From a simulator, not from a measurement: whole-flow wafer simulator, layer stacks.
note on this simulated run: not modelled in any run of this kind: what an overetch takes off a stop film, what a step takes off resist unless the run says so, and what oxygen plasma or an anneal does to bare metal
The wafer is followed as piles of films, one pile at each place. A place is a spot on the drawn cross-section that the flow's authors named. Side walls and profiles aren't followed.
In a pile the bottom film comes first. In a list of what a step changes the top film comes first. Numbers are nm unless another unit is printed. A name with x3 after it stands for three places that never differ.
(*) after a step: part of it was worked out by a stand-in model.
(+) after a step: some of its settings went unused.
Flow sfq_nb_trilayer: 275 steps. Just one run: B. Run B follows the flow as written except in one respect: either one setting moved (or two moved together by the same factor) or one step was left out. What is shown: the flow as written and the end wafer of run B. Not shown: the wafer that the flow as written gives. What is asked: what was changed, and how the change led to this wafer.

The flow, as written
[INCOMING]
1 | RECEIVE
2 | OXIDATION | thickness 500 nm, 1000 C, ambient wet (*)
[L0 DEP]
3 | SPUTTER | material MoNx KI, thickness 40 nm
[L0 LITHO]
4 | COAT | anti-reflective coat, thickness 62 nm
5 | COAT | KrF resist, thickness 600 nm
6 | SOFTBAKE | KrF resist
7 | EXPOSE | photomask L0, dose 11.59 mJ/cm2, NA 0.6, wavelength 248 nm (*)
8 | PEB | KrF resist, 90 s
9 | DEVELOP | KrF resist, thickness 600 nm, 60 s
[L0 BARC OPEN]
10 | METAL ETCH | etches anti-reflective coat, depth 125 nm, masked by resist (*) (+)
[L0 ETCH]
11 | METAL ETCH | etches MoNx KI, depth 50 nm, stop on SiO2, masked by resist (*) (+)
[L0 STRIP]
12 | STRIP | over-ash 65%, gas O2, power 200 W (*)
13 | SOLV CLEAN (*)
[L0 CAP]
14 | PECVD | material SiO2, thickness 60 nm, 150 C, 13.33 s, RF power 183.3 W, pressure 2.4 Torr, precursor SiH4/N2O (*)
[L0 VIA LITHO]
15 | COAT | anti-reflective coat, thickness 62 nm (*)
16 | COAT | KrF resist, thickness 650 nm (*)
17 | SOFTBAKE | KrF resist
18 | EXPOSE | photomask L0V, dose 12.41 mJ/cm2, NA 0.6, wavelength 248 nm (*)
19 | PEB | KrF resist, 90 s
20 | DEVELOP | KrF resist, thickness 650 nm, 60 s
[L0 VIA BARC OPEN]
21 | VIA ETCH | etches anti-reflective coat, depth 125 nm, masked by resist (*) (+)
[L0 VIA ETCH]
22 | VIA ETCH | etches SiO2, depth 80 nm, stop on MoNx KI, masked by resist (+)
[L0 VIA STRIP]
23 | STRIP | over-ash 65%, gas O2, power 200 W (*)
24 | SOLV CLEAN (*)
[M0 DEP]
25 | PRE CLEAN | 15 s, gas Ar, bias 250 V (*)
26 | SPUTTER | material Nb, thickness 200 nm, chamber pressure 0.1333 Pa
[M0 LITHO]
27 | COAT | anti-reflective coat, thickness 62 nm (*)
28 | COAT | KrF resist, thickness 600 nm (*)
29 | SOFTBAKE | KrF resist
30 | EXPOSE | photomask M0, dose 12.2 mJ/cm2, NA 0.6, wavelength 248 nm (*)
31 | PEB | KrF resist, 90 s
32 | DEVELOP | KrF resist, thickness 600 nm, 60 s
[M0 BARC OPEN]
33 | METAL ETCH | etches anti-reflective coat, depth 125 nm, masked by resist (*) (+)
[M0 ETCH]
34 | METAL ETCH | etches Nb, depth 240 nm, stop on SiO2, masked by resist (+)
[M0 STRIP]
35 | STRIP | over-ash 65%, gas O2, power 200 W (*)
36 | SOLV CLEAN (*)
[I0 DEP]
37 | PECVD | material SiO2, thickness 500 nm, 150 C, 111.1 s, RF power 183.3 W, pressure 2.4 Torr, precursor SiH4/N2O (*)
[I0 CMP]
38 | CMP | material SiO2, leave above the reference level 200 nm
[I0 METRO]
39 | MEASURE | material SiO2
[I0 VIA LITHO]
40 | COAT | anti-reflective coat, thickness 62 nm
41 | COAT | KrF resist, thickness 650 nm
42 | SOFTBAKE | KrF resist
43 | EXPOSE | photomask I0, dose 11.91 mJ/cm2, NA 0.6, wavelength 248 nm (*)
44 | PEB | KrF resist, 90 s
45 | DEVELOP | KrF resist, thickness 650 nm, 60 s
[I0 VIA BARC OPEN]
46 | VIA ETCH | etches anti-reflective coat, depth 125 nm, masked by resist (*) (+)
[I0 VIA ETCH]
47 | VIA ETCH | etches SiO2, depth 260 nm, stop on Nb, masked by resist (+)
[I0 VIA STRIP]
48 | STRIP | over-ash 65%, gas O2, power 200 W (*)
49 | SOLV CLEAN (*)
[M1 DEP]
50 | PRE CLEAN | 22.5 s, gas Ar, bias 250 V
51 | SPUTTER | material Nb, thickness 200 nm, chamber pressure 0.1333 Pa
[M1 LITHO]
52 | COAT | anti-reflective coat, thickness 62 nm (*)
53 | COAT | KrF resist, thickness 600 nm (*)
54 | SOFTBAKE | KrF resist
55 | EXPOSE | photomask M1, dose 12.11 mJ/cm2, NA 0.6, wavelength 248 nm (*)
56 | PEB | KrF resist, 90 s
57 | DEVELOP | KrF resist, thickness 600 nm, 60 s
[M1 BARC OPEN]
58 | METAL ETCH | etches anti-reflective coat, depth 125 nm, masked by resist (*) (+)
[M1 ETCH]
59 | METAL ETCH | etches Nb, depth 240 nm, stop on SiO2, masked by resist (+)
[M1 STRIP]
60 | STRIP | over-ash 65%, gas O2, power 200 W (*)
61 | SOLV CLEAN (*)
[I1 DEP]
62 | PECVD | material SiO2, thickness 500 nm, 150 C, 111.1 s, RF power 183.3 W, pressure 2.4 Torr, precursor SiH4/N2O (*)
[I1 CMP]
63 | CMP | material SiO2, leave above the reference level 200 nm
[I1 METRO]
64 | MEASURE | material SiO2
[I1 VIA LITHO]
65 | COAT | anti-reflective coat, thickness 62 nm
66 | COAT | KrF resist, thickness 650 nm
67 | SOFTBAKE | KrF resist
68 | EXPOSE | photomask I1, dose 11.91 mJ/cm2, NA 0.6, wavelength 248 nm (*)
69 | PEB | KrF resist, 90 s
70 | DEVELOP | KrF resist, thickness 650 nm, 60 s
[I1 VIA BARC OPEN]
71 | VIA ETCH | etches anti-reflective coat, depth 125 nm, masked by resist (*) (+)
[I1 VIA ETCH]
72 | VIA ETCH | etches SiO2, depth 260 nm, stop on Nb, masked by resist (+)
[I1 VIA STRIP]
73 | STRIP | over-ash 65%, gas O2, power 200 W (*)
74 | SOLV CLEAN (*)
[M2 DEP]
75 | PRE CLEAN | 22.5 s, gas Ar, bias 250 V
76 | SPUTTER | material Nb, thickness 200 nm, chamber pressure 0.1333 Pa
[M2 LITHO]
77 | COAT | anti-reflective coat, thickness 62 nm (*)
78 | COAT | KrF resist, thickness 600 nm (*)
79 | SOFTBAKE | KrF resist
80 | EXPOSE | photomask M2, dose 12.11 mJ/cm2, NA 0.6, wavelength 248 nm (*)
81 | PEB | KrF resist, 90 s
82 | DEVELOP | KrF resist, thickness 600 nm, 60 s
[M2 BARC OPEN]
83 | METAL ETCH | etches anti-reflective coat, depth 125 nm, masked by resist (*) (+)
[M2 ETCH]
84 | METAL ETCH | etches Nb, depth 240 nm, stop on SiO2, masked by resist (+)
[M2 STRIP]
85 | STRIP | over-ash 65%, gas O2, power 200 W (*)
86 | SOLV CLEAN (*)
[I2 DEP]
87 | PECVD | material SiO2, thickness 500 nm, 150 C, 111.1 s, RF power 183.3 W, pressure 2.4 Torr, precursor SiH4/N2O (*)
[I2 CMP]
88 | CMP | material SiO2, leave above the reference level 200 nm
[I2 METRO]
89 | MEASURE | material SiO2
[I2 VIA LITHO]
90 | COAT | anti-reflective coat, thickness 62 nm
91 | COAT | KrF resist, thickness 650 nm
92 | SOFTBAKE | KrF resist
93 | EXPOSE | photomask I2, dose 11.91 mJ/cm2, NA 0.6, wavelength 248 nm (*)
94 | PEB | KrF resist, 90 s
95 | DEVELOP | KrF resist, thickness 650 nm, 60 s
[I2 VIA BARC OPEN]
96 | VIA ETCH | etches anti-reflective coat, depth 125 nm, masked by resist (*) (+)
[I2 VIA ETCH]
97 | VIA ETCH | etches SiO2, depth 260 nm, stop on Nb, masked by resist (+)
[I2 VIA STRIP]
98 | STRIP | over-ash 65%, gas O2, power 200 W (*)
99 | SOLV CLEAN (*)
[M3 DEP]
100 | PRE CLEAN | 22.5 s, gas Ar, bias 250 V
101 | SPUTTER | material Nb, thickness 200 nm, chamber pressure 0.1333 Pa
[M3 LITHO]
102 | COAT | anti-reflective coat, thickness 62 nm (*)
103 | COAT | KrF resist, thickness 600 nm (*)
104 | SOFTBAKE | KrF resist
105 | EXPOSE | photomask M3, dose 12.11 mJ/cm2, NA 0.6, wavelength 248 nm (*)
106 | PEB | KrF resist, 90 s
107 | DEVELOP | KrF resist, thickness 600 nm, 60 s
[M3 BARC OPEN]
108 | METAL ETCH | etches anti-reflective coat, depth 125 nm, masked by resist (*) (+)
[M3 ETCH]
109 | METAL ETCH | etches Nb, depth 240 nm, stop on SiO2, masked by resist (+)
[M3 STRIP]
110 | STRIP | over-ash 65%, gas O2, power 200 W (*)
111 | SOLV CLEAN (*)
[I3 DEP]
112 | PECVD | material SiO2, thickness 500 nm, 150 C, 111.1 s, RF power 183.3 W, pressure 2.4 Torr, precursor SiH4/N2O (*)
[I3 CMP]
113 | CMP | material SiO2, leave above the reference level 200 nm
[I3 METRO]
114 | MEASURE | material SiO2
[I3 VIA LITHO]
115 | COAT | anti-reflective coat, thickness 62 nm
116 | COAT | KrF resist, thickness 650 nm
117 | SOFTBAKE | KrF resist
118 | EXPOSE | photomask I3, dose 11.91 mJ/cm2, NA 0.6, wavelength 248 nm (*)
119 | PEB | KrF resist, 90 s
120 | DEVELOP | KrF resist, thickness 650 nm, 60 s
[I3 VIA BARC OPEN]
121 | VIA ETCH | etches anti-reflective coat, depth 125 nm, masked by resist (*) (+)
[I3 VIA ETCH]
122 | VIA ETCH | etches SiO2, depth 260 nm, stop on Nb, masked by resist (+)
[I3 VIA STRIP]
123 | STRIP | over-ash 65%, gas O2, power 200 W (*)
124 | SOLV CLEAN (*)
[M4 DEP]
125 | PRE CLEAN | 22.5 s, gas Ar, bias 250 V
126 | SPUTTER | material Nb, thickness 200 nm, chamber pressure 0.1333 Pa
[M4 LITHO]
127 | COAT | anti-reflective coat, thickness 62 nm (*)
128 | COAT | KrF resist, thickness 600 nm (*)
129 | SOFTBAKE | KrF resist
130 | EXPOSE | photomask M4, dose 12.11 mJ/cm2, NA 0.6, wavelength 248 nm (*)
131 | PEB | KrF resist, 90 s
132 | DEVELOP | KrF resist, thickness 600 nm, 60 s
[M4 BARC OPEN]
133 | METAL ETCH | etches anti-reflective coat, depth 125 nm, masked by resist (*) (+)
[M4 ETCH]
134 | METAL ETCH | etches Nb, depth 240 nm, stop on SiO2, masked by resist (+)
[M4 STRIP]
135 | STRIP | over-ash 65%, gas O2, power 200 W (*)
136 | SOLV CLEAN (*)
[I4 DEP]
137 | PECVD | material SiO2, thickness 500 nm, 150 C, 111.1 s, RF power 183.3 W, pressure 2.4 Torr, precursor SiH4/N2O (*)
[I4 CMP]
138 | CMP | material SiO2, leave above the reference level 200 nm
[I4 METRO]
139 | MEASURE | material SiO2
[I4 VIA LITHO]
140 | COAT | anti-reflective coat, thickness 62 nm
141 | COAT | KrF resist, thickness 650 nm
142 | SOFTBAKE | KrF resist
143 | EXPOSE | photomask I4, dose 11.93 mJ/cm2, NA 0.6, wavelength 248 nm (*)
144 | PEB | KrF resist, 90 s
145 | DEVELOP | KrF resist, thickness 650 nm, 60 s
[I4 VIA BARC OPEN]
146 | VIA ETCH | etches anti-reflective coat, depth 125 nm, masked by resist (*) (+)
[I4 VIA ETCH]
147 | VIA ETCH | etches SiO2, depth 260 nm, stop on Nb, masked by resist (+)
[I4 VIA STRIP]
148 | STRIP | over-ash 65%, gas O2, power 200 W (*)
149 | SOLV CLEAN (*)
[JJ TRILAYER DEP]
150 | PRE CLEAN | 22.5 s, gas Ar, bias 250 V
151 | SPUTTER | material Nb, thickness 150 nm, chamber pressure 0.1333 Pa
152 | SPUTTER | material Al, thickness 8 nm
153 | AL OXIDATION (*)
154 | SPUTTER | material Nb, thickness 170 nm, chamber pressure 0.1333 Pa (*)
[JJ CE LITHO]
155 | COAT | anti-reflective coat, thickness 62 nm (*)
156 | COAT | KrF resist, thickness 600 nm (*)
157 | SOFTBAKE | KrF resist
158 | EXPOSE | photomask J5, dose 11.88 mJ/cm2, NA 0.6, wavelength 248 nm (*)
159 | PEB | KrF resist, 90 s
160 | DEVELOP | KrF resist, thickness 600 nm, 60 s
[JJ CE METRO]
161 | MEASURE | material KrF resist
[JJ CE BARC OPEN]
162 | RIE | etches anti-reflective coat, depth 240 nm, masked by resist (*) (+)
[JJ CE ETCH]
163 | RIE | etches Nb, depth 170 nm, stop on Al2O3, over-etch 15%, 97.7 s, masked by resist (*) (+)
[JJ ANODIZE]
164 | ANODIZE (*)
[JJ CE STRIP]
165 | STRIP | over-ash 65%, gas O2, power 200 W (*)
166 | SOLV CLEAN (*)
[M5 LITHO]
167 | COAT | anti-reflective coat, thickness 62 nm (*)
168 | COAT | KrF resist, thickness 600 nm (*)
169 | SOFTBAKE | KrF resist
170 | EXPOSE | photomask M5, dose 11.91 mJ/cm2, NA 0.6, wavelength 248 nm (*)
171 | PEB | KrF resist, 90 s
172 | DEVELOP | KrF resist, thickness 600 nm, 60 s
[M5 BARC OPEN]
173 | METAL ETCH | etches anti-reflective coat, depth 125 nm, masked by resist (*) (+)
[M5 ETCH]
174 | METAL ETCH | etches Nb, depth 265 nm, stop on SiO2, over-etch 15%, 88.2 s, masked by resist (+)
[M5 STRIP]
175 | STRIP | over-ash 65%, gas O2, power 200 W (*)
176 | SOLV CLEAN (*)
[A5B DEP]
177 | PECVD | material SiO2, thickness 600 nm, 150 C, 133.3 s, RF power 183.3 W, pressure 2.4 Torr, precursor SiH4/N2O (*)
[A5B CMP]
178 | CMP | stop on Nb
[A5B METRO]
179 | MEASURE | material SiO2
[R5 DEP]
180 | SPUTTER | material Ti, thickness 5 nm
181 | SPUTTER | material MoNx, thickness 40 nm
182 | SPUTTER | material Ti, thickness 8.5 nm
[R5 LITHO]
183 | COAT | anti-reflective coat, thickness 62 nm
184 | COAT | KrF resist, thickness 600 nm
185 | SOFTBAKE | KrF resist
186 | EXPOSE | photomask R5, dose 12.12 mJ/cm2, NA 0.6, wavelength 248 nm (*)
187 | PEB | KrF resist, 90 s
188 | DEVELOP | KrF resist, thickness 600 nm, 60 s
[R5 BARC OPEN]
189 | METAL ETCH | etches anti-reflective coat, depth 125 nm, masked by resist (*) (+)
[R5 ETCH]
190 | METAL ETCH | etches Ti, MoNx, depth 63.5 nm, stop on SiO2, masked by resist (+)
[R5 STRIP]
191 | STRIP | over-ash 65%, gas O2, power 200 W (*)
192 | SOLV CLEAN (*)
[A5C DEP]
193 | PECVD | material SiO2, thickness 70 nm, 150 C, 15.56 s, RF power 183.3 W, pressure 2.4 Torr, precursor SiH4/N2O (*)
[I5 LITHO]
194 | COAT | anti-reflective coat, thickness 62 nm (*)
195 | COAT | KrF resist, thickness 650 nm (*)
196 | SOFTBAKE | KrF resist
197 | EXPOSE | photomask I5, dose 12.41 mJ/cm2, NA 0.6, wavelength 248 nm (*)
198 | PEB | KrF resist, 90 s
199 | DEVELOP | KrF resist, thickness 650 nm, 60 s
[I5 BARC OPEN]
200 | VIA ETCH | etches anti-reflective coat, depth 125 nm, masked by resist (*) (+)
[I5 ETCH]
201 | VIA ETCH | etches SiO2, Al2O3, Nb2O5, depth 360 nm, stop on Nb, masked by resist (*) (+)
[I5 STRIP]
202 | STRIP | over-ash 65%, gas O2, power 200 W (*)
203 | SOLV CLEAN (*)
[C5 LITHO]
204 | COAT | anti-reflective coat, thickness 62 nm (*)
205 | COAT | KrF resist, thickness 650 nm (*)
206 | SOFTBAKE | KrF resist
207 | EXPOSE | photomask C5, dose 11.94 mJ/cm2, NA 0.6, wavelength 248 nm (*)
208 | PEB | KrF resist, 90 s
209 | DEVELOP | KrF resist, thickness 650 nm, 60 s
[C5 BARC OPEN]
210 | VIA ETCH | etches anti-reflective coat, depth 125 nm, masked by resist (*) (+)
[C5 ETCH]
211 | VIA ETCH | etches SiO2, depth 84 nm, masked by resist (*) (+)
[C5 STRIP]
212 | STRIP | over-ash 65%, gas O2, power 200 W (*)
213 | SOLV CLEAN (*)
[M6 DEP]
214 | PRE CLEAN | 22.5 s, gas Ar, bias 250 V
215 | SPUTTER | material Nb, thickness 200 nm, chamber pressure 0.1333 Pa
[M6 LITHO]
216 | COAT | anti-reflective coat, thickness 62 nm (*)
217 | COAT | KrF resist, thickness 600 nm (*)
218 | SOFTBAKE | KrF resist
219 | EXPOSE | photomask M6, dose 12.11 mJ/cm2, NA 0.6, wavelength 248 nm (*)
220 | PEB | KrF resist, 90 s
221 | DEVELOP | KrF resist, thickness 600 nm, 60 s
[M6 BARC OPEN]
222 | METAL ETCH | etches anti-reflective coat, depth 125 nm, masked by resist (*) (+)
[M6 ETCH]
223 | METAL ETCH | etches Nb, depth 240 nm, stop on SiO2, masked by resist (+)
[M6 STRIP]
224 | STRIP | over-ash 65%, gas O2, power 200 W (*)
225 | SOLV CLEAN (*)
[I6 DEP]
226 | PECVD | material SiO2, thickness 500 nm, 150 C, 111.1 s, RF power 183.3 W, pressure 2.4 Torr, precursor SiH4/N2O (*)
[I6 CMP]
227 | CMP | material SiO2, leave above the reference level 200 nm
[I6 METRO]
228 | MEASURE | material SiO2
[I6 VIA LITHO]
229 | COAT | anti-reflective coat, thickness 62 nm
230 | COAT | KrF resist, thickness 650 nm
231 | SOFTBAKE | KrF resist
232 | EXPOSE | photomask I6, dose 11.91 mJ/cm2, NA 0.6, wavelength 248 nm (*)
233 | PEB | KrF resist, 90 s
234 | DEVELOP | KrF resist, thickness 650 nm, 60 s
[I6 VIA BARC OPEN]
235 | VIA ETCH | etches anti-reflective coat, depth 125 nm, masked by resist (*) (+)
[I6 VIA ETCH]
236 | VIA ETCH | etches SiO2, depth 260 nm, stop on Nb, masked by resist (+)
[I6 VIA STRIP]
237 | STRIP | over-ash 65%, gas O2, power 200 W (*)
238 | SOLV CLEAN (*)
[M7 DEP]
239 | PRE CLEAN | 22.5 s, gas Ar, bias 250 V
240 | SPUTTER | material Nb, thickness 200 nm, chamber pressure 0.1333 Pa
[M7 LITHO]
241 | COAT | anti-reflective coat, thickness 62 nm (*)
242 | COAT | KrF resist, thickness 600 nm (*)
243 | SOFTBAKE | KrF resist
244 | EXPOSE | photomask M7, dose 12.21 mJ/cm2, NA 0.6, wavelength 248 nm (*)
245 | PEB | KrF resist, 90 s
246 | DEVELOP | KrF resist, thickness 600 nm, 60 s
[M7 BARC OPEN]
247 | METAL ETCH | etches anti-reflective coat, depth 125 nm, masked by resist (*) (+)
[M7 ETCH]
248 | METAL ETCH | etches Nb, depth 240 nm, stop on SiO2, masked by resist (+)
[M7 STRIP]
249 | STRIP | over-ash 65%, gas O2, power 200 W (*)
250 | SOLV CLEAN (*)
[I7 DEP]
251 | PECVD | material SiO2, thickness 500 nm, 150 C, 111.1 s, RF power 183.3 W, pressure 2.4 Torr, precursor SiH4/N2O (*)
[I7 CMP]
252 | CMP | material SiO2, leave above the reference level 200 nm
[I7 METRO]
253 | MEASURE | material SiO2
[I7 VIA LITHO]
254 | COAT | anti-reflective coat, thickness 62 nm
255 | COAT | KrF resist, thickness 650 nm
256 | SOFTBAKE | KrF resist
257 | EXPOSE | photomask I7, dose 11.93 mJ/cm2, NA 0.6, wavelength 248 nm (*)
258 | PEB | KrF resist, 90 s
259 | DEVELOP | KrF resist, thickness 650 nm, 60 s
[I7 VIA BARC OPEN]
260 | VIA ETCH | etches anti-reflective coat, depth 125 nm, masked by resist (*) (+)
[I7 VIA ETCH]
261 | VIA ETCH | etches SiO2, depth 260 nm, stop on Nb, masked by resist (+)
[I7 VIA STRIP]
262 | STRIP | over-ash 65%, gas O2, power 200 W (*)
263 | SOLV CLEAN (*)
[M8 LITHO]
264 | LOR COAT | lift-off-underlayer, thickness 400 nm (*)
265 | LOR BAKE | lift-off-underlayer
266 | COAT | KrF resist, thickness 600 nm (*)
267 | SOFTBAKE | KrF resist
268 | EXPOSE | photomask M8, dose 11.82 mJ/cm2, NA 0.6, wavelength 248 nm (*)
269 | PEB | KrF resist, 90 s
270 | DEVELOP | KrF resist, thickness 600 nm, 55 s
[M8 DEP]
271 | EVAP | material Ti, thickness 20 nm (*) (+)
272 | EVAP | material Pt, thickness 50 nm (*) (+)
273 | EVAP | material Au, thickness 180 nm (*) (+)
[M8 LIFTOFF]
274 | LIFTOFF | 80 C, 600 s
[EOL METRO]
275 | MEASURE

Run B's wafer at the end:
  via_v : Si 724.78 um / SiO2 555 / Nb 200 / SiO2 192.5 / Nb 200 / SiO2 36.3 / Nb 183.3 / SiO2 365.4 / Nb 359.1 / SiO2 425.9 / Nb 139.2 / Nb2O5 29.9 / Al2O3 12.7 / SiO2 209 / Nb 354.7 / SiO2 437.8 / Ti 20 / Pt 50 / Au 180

The reason: step 72, VIA ETCH: depth 156 nm was run, while the flow as written has depth 260 nm.

The path from the change to this, step by step:
  72 | VIA ETCH | etches SiO2, depth 260 nm, stop on Nb, masked by resist (+)
      via_v: SiO2 loses 156 (as written it would have been: SiO2 loses 199.8 (all of it))
      field_l, v_sur, via_wl and 102 more: KrF resist loses 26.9 (as written it would have been: KrF resist loses 44.8)
  73 | STRIP | over-ash 65%, gas O2, power 200 W (*)
      field_l, v_sur, via_wl and 102 more: KrF resist loses 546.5 (all of it), anti-reflective coat loses 62 (all of it) (as written it would have been: KrF resist loses 528.6 (all of it), anti-reflective coat loses 62 (all of it))
  75 | PRE CLEAN | 22.5 s, gas Ar, bias 250 V
      via_v: SiO2 loses 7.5 (as written it would have been: Nb loses 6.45)
  76 | SPUTTER | material Nb, thickness 200 nm, chamber pressure 0.1333 Pa
      via_v: Nb gains 183.3 (new film) (as written it would have been: Nb gains 174.5)
  77 | COAT | anti-reflective coat, thickness 62 nm (*)
      via_v: anti-reflective coat gains 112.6 (new film) (as written it would have been: anti-reflective coat gains 123.1 (new film))
  78 | COAT | KrF resist, thickness 600 nm (*)
      via_v: KrF resist gains 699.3 (new film) (as written it would have been: KrF resist gains 733.7 (new film))
  85 | STRIP | over-ash 65%, gas O2, power 200 W (*)
      via_v: KrF resist loses 481.5 (all of it), anti-reflective coat loses 112.6 (all of it) (as written it would have been: KrF resist loses 515.8 (all of it), anti-reflective coat loses 123.1 (all of it))
  87 | PECVD | material SiO2, thickness 500 nm, 150 C, 111.1 s, RF power 183.3 W, pressure 2.4 Torr, precursor SiH4/N2O (*)
      via_v: SiO2 gains 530 (new film) (as written it would have been: SiO2 gains 606 (new film))
  88 | CMP | material SiO2, leave above the reference level 200 nm
      via_v: SiO2 loses 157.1 (as written it would have been: SiO2 loses 181.6)
If metal films that touch count as one body, via_v has 7 bodies (between them, from the top down: SiO2 437.8; SiO2 209 / Al2O3 12.7 / Nb2O5 29.9; SiO2 425.9; SiO2 365.4; SiO2 36.3; SiO2 192.5); the flow as written gives 6 bodies (between them, from the top down: SiO2 437.8; SiO2 209 / Al2O3 12.7 / Nb2O5 29.9; SiO2 425.9; SiO2 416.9; SiO2 192.5).
